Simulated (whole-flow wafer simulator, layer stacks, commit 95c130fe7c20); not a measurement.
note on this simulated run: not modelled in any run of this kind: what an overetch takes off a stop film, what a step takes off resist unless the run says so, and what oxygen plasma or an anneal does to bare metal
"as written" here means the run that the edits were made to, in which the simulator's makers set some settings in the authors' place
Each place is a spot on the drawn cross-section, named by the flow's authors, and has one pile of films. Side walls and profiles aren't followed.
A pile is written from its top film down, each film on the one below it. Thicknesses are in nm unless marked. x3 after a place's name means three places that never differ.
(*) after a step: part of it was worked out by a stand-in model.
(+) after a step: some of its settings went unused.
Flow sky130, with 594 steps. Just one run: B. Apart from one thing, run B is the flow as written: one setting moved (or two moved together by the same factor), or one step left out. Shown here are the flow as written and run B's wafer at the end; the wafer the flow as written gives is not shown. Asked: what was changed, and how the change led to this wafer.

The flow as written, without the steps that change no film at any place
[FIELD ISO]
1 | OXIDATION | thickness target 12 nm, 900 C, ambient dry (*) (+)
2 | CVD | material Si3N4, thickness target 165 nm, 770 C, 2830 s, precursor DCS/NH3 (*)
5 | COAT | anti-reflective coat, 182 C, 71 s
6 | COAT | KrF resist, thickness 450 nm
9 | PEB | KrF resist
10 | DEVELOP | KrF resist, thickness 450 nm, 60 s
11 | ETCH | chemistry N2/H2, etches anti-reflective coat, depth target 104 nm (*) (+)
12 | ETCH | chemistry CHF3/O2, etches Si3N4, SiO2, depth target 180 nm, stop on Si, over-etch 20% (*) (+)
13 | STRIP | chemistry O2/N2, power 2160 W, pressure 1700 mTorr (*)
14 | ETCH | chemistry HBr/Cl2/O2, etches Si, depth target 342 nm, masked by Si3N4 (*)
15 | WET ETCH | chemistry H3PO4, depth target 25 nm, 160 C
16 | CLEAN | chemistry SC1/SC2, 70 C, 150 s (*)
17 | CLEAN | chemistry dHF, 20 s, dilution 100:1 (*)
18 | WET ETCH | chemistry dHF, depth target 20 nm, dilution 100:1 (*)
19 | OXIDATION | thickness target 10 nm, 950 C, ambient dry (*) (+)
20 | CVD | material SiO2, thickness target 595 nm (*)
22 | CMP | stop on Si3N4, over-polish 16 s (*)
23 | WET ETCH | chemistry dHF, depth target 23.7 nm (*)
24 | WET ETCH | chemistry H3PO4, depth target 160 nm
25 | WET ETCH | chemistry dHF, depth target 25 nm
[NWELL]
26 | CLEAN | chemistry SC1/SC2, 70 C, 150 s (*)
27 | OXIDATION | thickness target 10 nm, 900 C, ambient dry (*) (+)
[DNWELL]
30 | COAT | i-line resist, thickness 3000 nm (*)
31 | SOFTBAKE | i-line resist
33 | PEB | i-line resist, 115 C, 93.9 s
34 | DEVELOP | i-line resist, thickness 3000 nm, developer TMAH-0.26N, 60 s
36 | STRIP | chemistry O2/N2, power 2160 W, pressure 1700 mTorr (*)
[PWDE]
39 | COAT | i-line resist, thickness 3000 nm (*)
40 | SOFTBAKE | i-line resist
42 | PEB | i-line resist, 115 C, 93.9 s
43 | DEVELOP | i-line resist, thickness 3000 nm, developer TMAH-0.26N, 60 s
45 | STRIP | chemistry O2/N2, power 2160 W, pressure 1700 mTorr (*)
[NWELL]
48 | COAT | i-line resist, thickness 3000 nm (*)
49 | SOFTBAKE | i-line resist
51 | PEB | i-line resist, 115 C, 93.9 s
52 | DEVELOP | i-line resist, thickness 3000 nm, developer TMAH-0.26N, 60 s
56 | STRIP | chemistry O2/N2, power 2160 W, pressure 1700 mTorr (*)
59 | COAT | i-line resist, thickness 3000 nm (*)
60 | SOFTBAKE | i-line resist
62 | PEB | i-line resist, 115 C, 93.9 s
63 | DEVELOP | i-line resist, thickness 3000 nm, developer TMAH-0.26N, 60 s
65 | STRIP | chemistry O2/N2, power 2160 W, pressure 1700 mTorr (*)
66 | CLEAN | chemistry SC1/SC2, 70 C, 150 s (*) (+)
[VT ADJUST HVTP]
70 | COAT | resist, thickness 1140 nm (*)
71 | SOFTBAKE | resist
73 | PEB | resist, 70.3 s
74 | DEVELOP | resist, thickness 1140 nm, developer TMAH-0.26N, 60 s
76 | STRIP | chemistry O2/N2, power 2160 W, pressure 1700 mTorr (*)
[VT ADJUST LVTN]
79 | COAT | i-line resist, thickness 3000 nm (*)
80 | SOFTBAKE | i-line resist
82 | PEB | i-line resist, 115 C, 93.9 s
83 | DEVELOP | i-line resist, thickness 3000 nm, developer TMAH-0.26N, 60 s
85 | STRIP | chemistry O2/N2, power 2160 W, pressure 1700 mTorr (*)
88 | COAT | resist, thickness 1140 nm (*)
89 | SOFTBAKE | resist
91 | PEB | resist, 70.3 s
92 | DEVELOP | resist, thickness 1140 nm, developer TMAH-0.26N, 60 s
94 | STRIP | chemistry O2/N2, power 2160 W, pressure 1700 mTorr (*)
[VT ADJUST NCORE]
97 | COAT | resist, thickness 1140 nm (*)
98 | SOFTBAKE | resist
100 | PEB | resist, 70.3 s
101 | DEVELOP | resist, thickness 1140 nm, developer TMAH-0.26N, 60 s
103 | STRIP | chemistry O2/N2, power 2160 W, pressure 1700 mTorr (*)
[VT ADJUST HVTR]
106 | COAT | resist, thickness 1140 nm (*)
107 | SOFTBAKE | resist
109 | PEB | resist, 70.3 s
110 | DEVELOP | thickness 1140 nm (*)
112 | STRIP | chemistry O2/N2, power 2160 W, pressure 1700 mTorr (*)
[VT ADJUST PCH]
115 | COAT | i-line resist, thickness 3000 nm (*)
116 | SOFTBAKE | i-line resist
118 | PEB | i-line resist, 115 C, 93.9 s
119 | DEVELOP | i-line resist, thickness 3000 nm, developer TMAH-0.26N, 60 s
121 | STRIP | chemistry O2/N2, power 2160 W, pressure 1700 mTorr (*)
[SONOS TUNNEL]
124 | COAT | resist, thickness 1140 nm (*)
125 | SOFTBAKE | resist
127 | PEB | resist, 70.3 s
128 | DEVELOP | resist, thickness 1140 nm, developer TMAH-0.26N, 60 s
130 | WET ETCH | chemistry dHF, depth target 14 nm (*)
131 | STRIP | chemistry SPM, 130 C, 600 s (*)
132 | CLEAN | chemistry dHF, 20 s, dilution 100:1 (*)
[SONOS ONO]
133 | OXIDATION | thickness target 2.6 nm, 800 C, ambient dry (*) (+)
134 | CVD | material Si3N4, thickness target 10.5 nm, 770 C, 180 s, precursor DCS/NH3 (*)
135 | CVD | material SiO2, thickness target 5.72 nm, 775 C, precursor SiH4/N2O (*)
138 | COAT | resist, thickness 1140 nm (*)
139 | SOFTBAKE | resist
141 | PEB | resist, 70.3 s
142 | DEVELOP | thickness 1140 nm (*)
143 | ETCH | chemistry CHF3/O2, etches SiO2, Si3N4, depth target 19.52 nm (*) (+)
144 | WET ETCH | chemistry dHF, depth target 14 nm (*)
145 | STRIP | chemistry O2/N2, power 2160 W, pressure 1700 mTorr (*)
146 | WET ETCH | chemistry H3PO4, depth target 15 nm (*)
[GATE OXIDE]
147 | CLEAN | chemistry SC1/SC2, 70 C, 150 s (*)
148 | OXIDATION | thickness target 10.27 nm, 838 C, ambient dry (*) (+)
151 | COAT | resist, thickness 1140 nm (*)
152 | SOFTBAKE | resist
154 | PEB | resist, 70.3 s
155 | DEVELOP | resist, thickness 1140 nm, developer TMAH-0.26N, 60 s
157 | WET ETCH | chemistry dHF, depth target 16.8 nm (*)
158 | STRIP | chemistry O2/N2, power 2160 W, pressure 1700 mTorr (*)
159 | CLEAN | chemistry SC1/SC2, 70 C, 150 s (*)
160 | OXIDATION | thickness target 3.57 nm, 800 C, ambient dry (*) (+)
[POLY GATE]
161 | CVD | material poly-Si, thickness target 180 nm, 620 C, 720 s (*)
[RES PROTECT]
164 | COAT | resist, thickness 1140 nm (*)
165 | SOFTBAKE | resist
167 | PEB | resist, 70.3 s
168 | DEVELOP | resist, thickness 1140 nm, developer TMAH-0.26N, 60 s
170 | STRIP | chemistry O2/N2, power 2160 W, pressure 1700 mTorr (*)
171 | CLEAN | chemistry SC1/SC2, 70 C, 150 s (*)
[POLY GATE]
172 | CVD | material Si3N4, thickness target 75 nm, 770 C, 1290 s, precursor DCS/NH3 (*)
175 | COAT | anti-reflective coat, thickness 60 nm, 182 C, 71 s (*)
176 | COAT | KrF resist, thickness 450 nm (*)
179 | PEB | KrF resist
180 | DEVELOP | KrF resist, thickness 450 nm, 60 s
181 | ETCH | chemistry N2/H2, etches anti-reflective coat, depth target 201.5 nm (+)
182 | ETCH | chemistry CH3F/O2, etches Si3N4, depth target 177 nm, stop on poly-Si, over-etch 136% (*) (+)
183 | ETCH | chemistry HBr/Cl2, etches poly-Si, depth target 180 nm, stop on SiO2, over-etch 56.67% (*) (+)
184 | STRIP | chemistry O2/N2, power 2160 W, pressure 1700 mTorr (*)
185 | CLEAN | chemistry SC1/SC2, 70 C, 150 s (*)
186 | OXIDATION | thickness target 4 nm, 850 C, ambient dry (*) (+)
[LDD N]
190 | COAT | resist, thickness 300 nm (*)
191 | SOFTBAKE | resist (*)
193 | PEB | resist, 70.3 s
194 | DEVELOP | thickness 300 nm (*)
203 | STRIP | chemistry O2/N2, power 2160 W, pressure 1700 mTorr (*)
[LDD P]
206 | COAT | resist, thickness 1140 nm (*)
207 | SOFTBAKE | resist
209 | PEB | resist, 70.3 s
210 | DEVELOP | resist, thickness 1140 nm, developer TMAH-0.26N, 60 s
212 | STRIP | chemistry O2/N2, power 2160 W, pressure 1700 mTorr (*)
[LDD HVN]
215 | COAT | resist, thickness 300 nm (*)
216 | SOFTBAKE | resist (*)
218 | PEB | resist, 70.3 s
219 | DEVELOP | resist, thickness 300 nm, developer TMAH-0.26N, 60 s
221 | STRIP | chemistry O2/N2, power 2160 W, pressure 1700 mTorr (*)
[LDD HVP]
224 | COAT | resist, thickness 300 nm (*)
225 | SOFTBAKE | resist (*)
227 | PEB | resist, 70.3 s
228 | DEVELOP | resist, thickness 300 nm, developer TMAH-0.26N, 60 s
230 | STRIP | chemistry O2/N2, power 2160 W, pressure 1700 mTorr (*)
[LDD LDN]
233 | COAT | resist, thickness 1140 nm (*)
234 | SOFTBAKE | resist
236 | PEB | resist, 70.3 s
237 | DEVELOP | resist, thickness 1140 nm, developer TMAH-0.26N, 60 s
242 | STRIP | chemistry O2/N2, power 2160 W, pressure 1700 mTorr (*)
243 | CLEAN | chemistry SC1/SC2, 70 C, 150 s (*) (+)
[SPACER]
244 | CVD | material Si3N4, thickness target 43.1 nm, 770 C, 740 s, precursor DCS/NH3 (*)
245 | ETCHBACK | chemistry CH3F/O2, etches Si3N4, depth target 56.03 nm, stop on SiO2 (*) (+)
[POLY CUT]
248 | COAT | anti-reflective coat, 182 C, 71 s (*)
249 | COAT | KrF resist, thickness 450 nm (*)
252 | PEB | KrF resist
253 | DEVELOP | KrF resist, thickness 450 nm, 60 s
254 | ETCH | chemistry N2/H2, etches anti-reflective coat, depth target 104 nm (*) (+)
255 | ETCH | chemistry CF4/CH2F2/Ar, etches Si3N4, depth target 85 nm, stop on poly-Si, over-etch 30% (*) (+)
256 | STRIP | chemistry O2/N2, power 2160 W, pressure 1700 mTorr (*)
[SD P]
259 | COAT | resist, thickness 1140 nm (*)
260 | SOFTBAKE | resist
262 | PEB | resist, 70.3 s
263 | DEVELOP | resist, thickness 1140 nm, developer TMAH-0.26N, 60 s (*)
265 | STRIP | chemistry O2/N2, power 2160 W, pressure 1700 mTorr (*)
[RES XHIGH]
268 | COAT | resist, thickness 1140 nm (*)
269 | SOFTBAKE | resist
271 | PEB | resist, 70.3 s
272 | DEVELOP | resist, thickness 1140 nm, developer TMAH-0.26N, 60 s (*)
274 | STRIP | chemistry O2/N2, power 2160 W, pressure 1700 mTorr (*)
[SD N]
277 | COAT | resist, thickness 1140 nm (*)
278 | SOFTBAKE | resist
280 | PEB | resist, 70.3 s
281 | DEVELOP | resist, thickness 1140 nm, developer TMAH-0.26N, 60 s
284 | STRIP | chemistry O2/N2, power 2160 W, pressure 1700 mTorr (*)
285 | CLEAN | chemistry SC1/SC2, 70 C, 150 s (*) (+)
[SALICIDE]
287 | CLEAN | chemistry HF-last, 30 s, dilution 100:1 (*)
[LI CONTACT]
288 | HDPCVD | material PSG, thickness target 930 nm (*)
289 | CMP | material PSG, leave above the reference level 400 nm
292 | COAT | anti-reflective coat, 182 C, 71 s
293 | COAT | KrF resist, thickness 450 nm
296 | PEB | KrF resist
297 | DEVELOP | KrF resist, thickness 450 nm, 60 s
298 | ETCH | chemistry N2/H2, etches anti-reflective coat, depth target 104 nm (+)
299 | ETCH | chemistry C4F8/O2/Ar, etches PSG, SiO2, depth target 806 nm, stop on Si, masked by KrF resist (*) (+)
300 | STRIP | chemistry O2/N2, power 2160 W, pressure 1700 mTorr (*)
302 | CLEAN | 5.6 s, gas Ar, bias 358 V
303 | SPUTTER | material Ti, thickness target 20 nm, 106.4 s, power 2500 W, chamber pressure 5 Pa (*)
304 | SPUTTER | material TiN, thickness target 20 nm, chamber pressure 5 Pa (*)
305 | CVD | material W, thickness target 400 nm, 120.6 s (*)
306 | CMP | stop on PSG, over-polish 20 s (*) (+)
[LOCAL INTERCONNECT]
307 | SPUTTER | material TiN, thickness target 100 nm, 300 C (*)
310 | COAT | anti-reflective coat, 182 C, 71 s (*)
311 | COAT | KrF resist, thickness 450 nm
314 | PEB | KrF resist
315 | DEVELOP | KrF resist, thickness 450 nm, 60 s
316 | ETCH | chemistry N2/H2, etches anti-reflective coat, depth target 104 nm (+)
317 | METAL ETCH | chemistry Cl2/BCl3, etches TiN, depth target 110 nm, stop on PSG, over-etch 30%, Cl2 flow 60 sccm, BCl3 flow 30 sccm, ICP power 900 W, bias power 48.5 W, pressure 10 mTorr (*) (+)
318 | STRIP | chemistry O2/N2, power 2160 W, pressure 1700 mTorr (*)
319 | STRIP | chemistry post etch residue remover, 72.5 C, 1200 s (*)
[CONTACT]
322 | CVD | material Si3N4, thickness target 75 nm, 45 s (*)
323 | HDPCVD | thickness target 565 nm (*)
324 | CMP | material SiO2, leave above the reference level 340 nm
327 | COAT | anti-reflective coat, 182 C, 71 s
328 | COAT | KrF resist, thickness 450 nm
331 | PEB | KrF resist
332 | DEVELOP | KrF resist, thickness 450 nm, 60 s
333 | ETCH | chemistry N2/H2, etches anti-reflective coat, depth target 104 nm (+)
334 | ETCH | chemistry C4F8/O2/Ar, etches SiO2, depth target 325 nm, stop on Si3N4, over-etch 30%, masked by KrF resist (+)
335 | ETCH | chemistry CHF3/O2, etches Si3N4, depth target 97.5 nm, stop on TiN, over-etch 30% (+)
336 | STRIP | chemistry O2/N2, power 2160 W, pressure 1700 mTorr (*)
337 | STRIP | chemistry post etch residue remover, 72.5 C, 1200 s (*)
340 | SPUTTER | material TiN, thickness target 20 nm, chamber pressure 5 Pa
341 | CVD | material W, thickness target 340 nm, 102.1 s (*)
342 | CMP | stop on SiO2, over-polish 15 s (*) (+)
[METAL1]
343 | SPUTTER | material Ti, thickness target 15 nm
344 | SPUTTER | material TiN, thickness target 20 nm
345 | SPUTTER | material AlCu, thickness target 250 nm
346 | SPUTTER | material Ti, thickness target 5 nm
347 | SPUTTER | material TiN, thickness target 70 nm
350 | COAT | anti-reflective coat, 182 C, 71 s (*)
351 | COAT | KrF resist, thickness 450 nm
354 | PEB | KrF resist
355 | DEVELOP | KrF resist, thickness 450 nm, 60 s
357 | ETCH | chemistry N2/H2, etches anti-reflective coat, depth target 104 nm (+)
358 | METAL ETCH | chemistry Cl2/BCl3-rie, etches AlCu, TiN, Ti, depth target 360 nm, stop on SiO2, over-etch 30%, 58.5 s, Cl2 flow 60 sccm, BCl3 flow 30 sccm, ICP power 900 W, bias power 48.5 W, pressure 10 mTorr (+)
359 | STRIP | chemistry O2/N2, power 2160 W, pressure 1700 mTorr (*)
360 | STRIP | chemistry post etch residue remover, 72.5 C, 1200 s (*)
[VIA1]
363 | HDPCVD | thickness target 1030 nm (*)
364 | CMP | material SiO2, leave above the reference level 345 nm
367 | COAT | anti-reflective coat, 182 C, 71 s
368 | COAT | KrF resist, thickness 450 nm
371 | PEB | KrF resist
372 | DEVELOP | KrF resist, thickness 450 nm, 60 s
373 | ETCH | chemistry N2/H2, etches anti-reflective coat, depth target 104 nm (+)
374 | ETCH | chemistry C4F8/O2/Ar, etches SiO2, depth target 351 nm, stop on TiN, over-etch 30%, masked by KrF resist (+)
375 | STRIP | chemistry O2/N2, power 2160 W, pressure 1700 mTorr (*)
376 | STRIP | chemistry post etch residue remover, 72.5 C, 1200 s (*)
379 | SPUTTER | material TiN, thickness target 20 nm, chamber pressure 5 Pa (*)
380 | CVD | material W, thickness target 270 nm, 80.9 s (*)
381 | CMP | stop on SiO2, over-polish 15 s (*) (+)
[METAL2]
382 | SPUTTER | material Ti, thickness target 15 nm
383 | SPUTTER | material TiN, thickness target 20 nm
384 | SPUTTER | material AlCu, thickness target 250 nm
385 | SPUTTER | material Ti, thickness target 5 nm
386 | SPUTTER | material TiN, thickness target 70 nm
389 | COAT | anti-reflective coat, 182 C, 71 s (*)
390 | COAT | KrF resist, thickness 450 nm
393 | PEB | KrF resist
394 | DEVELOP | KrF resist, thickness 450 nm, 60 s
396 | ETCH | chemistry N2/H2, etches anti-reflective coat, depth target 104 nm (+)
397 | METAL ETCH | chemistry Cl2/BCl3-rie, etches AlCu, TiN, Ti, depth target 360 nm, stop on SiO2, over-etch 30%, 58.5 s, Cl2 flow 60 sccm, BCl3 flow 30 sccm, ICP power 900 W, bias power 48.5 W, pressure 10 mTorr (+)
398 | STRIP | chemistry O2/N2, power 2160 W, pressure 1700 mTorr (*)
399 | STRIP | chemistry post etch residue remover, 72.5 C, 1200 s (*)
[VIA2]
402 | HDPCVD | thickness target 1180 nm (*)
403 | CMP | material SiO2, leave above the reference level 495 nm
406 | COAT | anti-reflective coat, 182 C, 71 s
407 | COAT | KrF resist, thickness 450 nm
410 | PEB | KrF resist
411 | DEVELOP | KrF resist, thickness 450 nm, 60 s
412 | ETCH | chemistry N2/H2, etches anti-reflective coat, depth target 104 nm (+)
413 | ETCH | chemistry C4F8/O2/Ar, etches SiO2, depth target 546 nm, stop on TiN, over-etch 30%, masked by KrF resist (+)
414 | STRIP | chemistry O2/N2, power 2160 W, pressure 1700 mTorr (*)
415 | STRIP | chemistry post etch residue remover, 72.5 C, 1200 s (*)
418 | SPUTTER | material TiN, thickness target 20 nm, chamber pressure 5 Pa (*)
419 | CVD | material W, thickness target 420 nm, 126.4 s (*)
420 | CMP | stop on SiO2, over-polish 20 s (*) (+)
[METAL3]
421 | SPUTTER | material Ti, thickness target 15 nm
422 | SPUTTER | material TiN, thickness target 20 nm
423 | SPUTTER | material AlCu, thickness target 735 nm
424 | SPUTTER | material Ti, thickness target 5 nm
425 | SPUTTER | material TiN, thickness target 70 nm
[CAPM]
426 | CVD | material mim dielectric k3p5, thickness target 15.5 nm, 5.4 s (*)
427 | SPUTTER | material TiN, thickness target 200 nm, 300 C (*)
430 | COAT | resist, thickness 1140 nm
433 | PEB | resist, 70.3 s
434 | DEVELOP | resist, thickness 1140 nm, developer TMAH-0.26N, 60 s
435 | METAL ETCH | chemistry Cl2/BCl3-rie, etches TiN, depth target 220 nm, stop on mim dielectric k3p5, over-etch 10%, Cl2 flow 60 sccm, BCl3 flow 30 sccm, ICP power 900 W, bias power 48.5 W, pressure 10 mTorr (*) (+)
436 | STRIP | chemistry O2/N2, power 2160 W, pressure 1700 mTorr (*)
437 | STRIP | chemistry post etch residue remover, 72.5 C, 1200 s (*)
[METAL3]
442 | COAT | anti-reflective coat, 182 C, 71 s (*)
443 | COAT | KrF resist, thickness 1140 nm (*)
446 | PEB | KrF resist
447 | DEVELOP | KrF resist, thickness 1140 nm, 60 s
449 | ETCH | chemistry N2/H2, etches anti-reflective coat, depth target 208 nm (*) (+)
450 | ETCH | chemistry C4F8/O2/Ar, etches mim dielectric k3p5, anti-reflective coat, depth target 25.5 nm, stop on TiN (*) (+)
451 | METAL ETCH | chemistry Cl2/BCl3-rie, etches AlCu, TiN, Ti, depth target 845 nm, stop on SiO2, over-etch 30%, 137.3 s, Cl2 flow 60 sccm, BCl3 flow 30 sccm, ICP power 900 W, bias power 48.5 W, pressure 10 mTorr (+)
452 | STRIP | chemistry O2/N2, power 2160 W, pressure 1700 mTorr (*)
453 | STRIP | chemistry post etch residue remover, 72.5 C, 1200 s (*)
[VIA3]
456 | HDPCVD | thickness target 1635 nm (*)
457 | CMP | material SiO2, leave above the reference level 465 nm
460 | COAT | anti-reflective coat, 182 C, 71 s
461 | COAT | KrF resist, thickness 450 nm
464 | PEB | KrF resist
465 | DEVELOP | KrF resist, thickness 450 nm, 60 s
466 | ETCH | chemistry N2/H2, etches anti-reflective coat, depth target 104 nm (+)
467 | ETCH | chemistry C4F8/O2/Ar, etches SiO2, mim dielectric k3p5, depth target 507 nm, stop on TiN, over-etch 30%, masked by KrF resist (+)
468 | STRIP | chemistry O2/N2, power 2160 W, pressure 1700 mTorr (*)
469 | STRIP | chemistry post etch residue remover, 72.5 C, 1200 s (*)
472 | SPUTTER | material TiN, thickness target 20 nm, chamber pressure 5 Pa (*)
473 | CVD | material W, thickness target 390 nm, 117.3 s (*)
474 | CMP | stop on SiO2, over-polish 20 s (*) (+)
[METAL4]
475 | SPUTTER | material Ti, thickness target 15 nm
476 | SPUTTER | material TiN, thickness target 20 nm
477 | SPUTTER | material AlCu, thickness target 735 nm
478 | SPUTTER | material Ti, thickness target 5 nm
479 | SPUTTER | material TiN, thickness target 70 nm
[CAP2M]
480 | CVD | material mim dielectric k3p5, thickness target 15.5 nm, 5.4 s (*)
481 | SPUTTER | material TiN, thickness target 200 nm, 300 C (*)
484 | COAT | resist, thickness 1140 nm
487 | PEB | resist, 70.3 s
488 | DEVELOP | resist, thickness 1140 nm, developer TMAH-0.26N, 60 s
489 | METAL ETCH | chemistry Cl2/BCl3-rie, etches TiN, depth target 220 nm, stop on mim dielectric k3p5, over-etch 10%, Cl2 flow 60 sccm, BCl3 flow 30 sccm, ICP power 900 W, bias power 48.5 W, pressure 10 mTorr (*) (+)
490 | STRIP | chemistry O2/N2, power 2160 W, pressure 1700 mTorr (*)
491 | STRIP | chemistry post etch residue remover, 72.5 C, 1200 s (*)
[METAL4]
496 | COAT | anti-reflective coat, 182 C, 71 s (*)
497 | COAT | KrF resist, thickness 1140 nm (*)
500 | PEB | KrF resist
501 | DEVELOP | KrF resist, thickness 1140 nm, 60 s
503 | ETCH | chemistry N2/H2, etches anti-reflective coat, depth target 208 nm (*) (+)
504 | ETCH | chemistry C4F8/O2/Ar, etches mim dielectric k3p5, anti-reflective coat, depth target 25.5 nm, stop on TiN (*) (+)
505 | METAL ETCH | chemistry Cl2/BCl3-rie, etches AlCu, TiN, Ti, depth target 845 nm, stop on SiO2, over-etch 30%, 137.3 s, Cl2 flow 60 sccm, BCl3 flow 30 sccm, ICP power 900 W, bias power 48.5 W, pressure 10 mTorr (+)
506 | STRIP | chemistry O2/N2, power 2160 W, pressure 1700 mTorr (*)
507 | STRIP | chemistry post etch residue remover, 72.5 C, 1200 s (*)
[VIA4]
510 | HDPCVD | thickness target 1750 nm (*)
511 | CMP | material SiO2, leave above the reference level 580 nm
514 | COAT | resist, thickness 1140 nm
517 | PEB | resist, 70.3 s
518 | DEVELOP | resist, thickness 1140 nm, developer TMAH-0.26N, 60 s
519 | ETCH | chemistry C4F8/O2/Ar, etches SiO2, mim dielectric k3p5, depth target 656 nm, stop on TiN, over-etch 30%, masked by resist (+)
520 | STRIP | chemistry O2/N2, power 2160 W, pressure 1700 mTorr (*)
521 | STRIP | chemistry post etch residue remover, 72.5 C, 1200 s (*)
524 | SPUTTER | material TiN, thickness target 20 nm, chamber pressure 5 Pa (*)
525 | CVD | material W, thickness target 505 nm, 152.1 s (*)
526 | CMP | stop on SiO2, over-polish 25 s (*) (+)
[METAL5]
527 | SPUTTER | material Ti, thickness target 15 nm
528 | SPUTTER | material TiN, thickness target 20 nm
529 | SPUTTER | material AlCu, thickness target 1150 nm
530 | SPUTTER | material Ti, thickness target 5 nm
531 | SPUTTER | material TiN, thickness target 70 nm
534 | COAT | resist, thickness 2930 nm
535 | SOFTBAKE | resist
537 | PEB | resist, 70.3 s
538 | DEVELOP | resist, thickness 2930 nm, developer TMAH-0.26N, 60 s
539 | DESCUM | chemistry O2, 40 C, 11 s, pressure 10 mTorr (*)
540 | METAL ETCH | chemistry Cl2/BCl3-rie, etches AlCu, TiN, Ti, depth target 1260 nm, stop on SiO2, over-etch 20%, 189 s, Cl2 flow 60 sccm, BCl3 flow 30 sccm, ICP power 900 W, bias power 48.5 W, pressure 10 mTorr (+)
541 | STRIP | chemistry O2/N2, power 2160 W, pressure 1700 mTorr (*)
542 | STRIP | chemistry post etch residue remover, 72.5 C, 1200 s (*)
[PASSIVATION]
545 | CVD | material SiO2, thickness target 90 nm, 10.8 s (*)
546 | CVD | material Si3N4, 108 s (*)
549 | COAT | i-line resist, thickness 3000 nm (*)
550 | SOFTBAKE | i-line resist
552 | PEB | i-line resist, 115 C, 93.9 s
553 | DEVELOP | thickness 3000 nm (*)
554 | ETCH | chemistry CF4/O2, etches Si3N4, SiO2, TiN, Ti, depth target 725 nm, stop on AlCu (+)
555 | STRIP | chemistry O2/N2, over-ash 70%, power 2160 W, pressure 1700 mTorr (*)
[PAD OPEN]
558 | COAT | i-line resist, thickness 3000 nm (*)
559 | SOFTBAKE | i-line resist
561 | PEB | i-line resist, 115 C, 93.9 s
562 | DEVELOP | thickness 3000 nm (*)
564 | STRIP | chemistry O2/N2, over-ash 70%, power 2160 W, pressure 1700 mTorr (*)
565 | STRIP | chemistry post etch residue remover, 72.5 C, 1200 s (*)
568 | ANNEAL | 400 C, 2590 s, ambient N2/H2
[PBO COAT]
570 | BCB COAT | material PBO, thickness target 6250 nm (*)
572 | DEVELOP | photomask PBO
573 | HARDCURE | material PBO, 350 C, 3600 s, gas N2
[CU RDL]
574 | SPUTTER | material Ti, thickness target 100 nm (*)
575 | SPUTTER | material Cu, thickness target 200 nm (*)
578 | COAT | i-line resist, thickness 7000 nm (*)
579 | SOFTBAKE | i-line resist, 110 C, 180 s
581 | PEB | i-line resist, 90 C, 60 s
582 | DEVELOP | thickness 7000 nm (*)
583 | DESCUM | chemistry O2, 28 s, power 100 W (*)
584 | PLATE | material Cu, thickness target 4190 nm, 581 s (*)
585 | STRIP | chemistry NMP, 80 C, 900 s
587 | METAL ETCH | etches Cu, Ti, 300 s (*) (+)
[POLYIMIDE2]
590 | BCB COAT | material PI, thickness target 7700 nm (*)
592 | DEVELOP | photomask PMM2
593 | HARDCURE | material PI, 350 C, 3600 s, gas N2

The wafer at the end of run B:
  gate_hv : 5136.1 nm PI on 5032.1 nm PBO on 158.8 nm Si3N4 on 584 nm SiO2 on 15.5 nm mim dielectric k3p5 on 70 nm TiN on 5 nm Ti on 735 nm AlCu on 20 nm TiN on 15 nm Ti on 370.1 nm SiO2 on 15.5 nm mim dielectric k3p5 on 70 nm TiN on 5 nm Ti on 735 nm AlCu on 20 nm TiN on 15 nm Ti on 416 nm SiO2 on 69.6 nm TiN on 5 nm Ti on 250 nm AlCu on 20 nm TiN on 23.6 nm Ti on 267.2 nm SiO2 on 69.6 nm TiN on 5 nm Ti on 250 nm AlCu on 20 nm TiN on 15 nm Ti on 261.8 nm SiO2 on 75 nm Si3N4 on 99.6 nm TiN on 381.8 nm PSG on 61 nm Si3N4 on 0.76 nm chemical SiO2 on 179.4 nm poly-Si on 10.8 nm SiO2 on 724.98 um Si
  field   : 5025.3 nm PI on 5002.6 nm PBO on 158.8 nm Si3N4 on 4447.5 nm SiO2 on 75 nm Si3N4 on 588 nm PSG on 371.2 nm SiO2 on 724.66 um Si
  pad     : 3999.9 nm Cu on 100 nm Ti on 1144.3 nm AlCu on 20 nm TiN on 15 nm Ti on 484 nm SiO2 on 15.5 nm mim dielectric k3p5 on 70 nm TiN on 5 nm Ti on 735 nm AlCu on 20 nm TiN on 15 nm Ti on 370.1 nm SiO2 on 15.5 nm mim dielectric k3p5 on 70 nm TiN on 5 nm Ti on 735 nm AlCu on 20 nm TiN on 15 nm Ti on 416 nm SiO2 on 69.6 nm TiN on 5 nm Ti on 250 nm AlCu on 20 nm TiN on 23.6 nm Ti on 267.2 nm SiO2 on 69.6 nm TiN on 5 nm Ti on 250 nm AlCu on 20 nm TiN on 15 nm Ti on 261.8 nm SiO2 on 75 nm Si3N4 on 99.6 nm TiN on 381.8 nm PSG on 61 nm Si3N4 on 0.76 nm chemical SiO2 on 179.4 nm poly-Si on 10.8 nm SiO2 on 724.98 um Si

The reason: step 382, SPUTTER: thickness target 23.6 nm was run, though the flow has thickness target 15 nm.
The wafer lets one read it off: gate_hv has Ti 23.6, and step 382 as written asks for 15 nm.

The path from the change to this, step by step:
  382 | SPUTTER | material Ti, thickness target 15 nm
      field, active, n_well and 188 more: Ti gains 23.6 (new film) (it would be, as written: Ti gains 15 (new film))
  397 | METAL ETCH | chemistry Cl2/BCl3-rie, etches AlCu, TiN, Ti, depth target 360 nm, stop on SiO2, over-etch 30%, 58.5 s, Cl2 flow 60 sccm, BCl3 flow 30 sccm, ICP power 900 W, bias power 48.5 W, pressure 10 mTorr (+)
      field, active, gate and 82 more: TiN loses 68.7 (all of it), Ti loses 5 (all of it), AlCu loses 250 (all of it), TiN loses 20 (all of it), Ti loses 23.6 (all of it), SiO2 loses 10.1 (it would be, as written: TiN loses 68.7 (all of it), Ti loses 5 (all of it), AlCu loses 250 (all of it), TiN loses 20 (all of it), Ti loses 15 (all of it), SiO2 loses 10.9)
  403 | CMP | material SiO2, leave above the reference level 495 nm
      field, active, gate and 82 more: SiO2 loses 381.3 (it would be, as written: SiO2 loses 389.1)
